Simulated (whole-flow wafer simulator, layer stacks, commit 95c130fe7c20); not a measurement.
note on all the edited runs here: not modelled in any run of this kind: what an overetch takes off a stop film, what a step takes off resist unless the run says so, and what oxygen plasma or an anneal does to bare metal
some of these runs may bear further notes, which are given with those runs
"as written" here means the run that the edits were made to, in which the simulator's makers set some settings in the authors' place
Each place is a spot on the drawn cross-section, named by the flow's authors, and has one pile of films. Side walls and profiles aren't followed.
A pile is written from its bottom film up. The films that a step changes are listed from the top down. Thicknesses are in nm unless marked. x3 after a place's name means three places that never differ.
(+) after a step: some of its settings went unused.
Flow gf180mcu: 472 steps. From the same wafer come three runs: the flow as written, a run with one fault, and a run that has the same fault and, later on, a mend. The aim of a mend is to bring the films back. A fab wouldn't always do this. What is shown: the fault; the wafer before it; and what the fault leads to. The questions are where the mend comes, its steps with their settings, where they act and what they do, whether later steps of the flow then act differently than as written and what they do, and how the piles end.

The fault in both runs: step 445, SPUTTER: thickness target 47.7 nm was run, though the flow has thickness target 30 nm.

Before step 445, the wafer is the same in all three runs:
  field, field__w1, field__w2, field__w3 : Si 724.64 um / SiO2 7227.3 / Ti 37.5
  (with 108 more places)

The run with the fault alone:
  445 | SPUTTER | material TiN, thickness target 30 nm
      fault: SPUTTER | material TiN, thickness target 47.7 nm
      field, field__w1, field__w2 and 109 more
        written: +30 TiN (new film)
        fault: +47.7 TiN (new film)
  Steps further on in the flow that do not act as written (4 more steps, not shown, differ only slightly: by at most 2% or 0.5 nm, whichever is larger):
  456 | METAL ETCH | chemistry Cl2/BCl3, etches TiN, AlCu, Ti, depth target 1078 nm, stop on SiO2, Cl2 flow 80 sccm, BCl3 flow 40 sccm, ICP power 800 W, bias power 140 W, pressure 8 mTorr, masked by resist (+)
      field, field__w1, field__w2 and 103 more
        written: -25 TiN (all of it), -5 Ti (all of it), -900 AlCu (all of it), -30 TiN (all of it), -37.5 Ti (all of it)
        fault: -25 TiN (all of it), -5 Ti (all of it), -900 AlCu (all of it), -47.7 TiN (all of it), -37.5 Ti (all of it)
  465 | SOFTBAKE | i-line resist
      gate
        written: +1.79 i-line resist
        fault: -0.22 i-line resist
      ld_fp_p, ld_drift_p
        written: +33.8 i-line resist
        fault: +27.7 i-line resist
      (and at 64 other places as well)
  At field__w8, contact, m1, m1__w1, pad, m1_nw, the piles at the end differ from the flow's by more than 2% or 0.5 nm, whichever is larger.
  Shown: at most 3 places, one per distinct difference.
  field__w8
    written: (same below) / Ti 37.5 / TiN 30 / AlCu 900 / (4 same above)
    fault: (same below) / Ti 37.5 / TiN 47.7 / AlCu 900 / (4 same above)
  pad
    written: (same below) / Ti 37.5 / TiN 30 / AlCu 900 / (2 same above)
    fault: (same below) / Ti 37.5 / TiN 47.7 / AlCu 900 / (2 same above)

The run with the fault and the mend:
  After step 445 comes the mend.
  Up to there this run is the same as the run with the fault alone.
  445a | METAL ETCH | chemistry Cl2/BCl3, etches TiN, AlCu, Ti, depth target 17.7 nm, Cl2 flow 80 sccm, BCl3 flow 40 sccm, ICP power 800 W, bias power 140 W, pressure 8 mTorr (the flow's step 260 again, with other settings)
      field, field__w1, field__w2 and 109 more
        -17.7 TiN
  Later steps of the flow that are run all act as written at every place that is followed.
  At every place that both follow, the piles at the end match the flow's.
